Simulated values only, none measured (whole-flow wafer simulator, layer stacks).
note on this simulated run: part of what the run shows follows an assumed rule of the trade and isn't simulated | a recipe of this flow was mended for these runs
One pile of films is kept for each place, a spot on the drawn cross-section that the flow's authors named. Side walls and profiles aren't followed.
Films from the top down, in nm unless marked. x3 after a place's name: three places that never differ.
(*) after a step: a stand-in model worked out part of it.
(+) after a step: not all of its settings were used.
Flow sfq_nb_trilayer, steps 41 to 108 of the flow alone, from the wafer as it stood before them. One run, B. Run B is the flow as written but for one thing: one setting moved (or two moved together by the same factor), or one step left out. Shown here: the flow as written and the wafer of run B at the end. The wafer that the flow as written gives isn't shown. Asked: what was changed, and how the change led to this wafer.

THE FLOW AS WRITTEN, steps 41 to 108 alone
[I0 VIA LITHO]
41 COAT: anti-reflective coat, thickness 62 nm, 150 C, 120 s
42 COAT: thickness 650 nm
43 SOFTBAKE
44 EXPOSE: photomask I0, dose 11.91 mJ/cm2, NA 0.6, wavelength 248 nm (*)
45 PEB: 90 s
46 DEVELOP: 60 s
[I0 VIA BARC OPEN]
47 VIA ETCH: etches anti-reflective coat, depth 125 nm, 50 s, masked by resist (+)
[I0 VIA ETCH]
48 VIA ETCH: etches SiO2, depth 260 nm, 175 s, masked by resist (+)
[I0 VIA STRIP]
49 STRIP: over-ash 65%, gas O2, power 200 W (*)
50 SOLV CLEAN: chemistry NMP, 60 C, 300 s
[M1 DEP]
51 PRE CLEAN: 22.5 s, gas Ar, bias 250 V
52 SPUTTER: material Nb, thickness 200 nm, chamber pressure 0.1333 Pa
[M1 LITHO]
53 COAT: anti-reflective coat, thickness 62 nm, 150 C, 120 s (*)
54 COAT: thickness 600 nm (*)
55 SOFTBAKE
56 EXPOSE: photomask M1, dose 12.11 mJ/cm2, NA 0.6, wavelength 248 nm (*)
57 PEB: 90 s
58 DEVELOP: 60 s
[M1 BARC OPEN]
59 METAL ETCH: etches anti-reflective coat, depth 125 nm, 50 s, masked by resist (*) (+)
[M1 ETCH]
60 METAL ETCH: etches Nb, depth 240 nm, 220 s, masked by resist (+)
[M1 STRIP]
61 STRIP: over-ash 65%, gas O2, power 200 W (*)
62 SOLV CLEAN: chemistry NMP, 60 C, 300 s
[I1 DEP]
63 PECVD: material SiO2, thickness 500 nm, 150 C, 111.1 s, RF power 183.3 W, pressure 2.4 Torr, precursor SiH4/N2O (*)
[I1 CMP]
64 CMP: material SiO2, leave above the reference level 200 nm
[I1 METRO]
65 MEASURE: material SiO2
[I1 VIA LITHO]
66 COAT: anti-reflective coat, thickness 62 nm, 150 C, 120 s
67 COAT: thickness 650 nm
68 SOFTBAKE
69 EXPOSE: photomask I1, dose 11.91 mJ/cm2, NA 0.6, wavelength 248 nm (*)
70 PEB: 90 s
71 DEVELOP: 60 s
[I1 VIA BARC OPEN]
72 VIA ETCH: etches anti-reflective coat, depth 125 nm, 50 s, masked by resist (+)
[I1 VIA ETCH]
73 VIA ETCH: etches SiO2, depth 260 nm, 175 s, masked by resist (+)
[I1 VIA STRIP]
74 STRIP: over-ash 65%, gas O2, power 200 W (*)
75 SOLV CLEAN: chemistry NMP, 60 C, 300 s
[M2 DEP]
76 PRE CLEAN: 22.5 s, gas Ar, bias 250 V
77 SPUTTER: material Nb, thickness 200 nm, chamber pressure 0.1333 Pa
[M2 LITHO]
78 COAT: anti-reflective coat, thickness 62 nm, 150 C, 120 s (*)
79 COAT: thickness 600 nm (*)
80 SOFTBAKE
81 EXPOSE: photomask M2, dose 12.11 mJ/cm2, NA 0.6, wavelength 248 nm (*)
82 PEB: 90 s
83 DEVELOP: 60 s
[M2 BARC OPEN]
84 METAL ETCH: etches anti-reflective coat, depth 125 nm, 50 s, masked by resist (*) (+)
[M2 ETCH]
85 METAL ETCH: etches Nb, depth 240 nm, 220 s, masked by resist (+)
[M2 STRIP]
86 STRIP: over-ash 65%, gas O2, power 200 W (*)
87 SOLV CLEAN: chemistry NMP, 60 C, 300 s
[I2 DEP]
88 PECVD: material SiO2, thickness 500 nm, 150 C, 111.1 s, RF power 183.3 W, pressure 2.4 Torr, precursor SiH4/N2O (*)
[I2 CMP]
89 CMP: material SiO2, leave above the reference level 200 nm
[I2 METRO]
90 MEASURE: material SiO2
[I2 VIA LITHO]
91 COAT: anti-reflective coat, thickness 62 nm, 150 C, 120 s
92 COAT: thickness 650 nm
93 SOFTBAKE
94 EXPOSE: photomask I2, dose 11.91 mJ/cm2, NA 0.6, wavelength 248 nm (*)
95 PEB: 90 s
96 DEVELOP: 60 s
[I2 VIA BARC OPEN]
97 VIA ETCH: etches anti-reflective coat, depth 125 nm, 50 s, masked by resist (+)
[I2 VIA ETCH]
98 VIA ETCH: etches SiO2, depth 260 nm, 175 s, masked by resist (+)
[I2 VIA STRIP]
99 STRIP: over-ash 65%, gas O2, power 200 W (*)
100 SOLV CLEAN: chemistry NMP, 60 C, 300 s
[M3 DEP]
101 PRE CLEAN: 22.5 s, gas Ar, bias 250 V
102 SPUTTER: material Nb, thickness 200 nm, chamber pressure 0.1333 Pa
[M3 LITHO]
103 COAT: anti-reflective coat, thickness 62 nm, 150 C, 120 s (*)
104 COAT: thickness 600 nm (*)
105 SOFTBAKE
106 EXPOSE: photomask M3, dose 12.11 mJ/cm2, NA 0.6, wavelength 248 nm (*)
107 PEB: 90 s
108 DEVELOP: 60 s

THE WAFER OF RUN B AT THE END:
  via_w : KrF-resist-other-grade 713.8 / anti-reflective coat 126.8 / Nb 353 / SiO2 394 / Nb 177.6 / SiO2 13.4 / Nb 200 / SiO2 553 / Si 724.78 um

The cause: step 44, EXPOSE: dose 4.988 mJ/cm2 was run, where the flow has dose 11.91 mJ/cm2.

How the change led to this, step by step:
  46 DEVELOP: 60 s
      via_w: KrF-resist-other-grade -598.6 (as written it would be: KrF-resist-other-grade -648.6 (all of it))
  47 VIA ETCH: etches anti-reflective coat, depth 125 nm, 50 s, masked by resist (+)
      via_w: KrF-resist-other-grade -50 (all of it), anti-reflective coat -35 (as written it would be: anti-reflective coat -62 (all of it), SiO2 -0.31)
  48 VIA ETCH: etches SiO2, depth 260 nm, 175 s, masked by resist (+)
      via_w: anti-reflective coat -27 (all of it), SiO2 -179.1 (as written it would be: SiO2 -199.7 (all of it), Nb -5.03)
  51 PRE CLEAN: 22.5 s, gas Ar, bias 250 V
      via_w: SiO2 -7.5 (as written it would be: Nb -6.45)
  52 SPUTTER: material Nb, thickness 200 nm, chamber pressure 0.1333 Pa
      via_w: Nb +177.6 (new film) (as written it would be: Nb +172.8)
  53 COAT: anti-reflective coat, thickness 62 nm, 150 C, 120 s (*)
      v_sur: anti-reflective coat +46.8 (new film) (as written it would be: anti-reflective coat +45.6 (new film))
      via_wl: anti-reflective coat +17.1 (new film) (as written it would be: anti-reflective coat +16.2 (new film))
      (and at 1 more place)
  54 COAT: thickness 600 nm (*)
      via_w: KrF-resist-other-grade +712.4 (new film) (as written it would be: KrF-resist-other-grade +733.2 (new film))
  61 STRIP: over-ash 65%, gas O2, power 200 W (*)
      v_sur: KrF-resist-other-grade -363.3 (all of it), anti-reflective coat -46.8 (all of it) (as written it would be: KrF-resist-other-grade -361.9 (all of it), anti-reflective coat -45.6 (all of it))
      via_wl: KrF-resist-other-grade -385.1 (all of it), anti-reflective coat -17.1 (all of it) (as written it would be: KrF-resist-other-grade -382.3 (all of it), anti-reflective coat -16.2 (all of it))
      (and at 1 more place)
  63 PECVD: material SiO2, thickness 500 nm, 150 C, 111.1 s, RF power 183.3 W, pressure 2.4 Torr, precursor SiH4/N2O (*)
      via_w: SiO2 +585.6 (new film) (as written it would be: SiO2 +612.8 (new film))
Counting metal films that touch as one body, via_w has 3 bodies (between them, from the top down: SiO2 394; SiO2 13.4); the flow as written gives 2 bodies (between them, from the top down: SiO2 423.7).
